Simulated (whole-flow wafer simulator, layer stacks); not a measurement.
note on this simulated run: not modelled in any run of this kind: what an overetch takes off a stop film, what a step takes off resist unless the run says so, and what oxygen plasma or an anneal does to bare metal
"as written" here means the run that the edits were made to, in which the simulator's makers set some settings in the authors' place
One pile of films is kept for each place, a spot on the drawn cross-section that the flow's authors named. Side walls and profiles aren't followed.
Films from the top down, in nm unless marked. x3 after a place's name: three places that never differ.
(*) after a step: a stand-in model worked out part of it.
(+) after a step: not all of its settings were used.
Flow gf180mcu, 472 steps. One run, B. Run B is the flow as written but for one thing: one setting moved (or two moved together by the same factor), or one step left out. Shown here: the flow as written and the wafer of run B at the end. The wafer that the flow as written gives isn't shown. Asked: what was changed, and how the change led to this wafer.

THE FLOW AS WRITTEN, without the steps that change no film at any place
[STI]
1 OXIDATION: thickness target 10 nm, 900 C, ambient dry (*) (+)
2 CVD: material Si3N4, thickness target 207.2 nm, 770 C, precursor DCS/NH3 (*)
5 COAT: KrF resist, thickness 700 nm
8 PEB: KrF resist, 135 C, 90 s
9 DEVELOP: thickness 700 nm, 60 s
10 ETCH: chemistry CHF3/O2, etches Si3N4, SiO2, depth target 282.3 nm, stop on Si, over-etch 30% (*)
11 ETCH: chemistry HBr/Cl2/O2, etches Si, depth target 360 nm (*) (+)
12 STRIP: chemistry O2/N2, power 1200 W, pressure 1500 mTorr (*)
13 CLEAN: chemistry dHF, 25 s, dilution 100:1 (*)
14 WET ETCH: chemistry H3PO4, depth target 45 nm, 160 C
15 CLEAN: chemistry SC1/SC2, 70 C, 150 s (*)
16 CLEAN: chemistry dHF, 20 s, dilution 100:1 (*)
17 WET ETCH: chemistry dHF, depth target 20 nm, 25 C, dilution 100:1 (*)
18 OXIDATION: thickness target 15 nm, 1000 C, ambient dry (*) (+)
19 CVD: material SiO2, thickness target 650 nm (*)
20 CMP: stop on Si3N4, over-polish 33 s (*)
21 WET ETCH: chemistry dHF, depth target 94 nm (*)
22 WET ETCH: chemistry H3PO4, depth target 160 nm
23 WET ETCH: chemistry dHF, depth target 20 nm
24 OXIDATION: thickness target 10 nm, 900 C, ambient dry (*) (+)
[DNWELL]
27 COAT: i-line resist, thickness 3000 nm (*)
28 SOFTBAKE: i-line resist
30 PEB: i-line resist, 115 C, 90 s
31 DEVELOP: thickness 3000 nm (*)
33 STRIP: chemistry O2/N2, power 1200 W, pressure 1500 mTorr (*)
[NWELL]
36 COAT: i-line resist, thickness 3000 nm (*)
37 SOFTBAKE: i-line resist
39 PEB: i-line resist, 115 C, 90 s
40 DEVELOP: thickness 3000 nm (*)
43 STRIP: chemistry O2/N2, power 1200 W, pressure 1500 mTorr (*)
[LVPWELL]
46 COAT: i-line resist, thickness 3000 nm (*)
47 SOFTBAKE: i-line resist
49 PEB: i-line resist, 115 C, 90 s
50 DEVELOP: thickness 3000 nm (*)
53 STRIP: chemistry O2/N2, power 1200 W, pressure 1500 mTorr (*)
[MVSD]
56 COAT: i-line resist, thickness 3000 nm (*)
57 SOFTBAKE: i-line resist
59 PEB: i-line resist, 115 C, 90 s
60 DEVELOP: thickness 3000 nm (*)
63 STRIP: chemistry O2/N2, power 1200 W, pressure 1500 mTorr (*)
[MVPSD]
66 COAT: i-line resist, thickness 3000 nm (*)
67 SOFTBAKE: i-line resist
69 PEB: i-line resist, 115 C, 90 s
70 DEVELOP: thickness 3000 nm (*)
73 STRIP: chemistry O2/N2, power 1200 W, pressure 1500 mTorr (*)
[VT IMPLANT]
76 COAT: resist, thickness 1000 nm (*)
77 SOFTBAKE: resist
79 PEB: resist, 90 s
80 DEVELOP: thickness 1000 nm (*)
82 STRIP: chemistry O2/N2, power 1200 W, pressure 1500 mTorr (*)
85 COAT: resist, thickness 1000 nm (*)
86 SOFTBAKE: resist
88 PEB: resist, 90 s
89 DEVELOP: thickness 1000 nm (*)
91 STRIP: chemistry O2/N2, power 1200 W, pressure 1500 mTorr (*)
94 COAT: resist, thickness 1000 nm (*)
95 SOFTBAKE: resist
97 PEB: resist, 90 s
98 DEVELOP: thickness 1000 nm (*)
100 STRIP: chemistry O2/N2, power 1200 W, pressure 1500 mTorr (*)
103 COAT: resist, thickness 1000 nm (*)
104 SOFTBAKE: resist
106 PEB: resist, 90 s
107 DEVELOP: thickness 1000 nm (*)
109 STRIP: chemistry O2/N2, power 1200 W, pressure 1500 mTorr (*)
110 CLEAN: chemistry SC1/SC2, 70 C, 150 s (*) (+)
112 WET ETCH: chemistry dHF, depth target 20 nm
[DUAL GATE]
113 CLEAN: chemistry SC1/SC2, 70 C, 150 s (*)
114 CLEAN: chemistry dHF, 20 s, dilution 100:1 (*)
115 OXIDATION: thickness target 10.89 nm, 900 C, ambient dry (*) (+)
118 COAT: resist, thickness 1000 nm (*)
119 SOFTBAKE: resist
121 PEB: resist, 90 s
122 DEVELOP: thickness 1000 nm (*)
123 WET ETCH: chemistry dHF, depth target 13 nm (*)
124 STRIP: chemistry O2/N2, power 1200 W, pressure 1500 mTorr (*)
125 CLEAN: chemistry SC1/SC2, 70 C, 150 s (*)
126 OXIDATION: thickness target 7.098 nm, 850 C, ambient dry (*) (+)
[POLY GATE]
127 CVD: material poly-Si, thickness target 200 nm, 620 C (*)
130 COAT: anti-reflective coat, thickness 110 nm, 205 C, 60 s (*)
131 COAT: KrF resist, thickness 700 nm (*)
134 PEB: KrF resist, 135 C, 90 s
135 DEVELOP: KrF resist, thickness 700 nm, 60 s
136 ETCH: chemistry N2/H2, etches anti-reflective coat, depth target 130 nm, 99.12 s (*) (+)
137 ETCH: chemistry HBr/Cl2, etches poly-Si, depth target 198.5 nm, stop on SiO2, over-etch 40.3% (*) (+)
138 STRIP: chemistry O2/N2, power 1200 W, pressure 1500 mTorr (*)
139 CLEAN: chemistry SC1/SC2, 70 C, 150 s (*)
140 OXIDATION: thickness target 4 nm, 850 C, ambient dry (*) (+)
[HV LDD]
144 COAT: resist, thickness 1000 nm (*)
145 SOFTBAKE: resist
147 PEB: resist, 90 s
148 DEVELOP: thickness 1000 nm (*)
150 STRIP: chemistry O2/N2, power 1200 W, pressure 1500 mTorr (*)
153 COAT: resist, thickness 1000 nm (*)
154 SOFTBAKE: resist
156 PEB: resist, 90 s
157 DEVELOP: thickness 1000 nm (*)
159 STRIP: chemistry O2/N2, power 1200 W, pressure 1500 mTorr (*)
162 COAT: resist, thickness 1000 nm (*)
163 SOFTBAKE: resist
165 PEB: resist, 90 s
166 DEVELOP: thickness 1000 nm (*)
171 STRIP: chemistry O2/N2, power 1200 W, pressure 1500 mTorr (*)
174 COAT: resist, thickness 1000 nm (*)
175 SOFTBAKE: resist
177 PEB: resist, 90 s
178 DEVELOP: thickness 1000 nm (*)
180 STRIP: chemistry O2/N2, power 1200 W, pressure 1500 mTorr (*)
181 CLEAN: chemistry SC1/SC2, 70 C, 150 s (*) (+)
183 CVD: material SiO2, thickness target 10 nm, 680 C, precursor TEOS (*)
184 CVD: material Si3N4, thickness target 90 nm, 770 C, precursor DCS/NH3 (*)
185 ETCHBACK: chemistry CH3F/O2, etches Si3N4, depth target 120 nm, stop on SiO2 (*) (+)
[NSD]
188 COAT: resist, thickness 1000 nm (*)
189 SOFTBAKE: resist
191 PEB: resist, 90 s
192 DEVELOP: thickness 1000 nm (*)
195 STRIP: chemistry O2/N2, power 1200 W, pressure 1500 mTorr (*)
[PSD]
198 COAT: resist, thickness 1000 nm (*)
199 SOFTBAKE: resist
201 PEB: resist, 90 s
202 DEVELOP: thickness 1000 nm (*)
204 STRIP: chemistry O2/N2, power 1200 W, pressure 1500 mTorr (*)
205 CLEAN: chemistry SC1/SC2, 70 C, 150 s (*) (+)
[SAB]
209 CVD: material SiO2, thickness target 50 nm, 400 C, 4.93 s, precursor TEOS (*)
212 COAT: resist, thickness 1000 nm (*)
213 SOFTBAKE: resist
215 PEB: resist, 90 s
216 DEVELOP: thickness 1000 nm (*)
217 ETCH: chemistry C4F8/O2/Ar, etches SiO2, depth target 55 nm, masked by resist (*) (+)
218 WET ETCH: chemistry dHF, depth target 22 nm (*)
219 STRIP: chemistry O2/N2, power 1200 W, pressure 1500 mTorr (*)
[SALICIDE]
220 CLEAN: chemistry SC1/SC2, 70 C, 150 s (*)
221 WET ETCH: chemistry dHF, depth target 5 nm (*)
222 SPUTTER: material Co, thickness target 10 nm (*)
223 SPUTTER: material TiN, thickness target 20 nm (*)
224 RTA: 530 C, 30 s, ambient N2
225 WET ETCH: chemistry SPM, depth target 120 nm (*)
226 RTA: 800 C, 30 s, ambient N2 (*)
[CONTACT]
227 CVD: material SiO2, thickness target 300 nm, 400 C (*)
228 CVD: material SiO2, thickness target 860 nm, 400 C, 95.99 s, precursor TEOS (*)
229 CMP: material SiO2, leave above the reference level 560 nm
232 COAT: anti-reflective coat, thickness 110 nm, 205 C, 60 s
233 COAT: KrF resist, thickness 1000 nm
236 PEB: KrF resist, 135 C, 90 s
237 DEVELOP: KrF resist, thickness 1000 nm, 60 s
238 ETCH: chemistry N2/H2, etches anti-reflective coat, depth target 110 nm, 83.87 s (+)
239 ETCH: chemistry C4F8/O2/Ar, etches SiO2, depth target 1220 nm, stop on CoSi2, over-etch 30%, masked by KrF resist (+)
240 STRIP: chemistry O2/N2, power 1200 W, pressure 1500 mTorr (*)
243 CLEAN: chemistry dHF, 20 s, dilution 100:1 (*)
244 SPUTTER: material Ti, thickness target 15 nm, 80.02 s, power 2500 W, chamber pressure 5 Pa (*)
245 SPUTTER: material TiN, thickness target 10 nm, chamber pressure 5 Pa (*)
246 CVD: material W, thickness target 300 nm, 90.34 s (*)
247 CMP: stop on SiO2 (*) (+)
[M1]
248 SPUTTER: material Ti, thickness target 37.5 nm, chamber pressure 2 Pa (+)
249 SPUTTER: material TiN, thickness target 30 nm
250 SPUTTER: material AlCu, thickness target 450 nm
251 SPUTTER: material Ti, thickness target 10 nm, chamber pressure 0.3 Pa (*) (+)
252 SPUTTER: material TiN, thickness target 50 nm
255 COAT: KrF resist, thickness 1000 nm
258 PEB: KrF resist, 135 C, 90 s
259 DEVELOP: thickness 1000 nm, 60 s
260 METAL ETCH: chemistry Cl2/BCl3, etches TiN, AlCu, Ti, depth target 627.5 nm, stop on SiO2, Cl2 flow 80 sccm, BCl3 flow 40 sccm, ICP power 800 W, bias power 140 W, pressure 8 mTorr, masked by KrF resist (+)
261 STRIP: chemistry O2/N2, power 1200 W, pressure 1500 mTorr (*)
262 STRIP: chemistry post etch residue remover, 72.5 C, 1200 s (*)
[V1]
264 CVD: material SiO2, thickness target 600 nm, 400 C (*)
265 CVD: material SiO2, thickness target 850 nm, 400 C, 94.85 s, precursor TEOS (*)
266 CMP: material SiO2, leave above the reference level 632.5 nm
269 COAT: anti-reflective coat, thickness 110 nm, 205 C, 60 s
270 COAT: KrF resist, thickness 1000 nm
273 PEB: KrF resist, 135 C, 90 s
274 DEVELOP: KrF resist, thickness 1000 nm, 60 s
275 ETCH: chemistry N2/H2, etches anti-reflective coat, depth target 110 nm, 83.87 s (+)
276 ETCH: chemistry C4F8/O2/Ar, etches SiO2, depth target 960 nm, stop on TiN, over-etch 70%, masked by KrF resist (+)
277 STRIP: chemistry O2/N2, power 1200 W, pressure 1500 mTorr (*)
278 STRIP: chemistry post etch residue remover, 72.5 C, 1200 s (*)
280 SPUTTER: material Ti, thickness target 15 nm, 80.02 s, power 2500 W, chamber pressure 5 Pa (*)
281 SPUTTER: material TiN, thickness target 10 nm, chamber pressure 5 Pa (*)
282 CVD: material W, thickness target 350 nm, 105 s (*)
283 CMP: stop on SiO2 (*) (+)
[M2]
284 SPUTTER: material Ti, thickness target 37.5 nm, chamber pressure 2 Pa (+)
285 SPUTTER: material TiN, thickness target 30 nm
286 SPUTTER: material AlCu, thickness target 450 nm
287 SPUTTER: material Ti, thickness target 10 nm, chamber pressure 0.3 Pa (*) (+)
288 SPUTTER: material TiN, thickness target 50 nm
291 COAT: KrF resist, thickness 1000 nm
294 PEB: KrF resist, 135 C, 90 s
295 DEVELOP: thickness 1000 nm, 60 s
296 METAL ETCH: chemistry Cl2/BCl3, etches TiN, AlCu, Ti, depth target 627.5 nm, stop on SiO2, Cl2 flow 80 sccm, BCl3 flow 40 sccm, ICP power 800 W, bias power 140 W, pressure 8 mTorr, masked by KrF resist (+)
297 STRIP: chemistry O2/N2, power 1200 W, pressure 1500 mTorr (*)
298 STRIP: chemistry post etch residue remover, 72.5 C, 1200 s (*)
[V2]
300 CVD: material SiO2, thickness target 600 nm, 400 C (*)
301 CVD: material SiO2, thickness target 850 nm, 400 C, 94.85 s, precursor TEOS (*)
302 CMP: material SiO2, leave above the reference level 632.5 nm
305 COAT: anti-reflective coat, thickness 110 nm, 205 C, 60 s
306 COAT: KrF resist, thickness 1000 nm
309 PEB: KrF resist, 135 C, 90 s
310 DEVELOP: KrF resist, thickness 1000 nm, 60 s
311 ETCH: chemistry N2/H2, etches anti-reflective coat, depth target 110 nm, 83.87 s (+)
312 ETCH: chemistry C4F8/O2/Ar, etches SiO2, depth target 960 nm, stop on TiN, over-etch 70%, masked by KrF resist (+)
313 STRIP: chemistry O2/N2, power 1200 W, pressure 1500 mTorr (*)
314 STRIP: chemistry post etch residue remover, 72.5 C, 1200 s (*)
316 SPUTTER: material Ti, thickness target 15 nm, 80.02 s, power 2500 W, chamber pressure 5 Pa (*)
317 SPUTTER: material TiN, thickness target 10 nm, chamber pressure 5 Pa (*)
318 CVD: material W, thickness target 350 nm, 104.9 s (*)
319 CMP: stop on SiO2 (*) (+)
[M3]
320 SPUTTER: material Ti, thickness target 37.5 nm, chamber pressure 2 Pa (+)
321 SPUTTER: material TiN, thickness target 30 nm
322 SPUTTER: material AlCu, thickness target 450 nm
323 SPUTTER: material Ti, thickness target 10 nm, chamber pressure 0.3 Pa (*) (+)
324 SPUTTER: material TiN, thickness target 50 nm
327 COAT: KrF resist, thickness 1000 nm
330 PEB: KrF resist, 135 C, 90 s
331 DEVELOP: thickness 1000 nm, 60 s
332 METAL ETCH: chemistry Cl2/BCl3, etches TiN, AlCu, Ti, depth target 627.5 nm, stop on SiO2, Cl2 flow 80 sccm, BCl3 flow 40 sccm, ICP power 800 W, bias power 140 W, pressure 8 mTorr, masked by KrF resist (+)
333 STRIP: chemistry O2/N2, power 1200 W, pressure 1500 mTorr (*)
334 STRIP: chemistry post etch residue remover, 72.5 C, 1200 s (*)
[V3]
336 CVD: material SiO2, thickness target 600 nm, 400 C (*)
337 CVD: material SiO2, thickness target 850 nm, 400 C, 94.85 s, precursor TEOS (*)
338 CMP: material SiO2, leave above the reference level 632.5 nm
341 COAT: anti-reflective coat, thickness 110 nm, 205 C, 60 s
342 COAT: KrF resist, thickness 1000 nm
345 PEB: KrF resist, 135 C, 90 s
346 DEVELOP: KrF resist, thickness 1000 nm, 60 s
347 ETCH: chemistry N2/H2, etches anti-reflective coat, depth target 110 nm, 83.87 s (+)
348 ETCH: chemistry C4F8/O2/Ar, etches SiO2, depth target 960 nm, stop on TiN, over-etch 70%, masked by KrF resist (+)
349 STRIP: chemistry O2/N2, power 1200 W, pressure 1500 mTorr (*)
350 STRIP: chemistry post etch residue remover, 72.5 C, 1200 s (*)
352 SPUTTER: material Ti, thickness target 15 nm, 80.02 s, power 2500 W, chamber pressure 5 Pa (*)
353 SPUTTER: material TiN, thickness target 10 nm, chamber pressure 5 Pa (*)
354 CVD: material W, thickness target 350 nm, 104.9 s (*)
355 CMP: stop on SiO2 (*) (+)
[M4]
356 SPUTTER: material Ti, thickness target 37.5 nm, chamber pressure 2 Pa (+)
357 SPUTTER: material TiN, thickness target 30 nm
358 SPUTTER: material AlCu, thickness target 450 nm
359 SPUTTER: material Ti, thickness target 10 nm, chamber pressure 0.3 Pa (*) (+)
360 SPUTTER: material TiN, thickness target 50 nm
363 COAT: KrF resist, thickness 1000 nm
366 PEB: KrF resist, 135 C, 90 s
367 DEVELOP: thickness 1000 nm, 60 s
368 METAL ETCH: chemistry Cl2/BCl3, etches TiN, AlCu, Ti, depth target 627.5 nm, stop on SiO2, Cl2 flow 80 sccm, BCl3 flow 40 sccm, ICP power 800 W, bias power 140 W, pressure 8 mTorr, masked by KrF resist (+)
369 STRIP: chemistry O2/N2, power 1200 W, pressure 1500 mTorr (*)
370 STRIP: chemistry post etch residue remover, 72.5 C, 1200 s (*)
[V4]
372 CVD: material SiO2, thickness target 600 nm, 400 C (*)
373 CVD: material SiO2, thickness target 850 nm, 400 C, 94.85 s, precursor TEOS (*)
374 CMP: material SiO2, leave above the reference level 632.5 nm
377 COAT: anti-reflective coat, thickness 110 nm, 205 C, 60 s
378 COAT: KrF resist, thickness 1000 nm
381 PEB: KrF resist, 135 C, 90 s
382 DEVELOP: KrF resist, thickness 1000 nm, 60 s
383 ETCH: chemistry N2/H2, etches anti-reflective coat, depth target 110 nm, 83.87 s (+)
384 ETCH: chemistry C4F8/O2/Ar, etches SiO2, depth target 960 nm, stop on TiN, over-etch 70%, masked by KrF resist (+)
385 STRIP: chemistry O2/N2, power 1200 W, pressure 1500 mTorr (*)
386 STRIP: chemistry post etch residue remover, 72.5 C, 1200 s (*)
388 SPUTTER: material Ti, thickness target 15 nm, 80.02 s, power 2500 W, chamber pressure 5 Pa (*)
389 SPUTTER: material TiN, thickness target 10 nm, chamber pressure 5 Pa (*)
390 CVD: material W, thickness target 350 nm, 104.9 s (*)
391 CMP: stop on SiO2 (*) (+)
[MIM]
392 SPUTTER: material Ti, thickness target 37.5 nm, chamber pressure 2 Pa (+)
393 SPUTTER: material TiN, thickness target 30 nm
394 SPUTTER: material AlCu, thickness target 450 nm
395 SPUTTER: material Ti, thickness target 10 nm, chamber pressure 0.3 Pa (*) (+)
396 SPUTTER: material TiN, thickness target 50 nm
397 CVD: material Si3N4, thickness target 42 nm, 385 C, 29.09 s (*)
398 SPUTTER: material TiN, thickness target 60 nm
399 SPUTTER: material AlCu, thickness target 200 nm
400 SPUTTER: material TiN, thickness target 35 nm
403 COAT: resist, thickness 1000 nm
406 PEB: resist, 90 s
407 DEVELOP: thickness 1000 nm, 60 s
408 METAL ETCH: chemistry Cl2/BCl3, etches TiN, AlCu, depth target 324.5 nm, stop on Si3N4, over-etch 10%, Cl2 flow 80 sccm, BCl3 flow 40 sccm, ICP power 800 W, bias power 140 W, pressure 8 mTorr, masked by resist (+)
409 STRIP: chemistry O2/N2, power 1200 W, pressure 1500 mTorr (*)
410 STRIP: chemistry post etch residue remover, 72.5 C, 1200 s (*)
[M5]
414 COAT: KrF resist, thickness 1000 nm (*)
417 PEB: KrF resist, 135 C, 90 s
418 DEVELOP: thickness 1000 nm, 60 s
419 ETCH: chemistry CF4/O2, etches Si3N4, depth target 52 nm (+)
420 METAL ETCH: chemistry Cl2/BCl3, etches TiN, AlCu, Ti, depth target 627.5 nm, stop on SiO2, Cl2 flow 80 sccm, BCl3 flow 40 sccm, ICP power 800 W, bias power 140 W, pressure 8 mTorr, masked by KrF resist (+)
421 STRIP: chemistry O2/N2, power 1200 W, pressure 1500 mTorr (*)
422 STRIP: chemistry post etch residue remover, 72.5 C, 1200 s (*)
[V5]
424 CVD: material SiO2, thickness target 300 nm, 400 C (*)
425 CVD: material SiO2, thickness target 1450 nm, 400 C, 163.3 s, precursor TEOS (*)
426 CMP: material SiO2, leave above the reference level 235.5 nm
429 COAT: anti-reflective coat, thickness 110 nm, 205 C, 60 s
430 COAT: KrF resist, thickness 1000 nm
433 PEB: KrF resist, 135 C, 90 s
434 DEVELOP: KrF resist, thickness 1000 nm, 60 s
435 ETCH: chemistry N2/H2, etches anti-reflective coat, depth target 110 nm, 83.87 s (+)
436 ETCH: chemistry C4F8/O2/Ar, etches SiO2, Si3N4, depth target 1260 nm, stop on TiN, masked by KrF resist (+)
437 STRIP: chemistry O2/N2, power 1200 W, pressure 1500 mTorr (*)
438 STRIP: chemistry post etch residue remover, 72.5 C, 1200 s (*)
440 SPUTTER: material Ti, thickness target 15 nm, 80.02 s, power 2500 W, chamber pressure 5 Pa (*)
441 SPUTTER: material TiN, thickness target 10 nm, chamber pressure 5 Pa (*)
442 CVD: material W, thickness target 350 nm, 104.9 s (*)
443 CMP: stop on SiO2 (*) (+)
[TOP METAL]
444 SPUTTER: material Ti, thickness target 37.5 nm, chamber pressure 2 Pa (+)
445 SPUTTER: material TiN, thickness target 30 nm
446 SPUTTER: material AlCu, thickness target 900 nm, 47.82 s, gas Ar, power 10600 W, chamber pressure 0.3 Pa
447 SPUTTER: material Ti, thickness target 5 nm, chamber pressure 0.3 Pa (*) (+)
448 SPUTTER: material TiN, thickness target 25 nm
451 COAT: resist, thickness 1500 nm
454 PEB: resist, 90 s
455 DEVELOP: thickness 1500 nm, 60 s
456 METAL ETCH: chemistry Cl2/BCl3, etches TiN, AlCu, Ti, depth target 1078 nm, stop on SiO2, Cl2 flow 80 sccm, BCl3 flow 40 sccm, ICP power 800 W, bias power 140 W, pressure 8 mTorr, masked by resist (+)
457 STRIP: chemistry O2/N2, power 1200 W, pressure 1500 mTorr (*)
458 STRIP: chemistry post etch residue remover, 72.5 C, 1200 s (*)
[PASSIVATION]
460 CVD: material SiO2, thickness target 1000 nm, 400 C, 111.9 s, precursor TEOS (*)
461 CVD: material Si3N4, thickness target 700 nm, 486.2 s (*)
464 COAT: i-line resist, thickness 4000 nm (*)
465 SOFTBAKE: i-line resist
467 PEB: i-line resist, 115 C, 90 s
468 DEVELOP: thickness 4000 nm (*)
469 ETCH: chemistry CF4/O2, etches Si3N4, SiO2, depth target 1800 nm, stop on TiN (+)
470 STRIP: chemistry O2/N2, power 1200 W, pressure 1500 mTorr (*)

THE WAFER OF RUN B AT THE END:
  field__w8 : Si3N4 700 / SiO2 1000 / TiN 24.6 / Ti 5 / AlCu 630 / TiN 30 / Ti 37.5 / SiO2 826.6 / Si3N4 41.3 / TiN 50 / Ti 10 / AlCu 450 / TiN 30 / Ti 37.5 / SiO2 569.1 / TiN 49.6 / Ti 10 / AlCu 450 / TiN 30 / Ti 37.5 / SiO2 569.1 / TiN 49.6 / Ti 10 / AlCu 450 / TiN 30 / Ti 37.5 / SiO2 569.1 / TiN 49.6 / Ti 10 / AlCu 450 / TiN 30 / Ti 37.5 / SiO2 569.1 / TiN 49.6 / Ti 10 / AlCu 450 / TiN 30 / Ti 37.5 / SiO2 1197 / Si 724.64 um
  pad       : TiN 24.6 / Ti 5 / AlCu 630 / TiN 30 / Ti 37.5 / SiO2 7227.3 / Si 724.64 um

The cause: step 446, SPUTTER: thickness target 630 nm was run, where the flow has thickness target 900 nm.
It can be read off the wafer: field__w8 has AlCu 630, and step 446 as written asks for 900 nm.

How the change led to this, step by step:
  446 SPUTTER: material AlCu, thickness target 900 nm, 47.82 s, gas Ar, power 10600 W, chamber pressure 0.3 Pa
      field, field__w1, field__w2 and 109 more: AlCu +630 (new film) (as written it would be: AlCu +900 (new film))
  456 METAL ETCH: chemistry Cl2/BCl3, etches TiN, AlCu, Ti, depth target 1078 nm, stop on SiO2, Cl2 flow 80 sccm, BCl3 flow 40 sccm, ICP power 800 W, bias power 140 W, pressure 8 mTorr, masked by resist (+)
      field, field__w1, field__w2 and 103 more: TiN -25 (all of it), Ti -5 (all of it), AlCu -630 (all of it), TiN -30 (all of it), Ti -37.5 (all of it) (as written it would be: TiN -25 (all of it), Ti -5 (all of it), AlCu -900 (all of it), TiN -30 (all of it), Ti -37.5 (all of it))
  464 COAT: i-line resist, thickness 4000 nm (*)
      field__w8: i-line resist +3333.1 (new film) (as written it would be: i-line resist +3093.1 (new film))
      contact: i-line resist +3369.3 (new film) (as written it would be: i-line resist +3153.6 (new film))
      (and at 4 more places)
  465 SOFTBAKE: i-line resist
      field__w5, field__w9: i-line resist +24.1 (as written it would be: i-line resist +37.3)
      sd_p_hv, nw_enc_fld__w1: i-line resist +23.7 (as written it would be: i-line resist +36.6)
      (and at 65 more places)
  467 PEB: i-line resist, 115 C, 90 s
      field__w8, m1__w1: i-line resist -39 (as written it would be: i-line resist -34.7)
      contact: i-line resist -39.2 (as written it would be: i-line resist -35.1)
      (and at 3 more places)
  468 DEVELOP: thickness 4000 nm (*)
      pad: i-line resist -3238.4 (all of it) (as written it would be: i-line resist -2974.8 (all of it))
  470 STRIP: chemistry O2/N2, power 1200 W, pressure 1500 mTorr (*)
      field__w8, m1__w1: i-line resist -2048 (all of it) (as written it would be: i-line resist -1787.7 (all of it))
      contact: i-line resist -2062.4 (all of it) (as written it would be: i-line resist -1811.2 (all of it))
      (and at 2 more places)
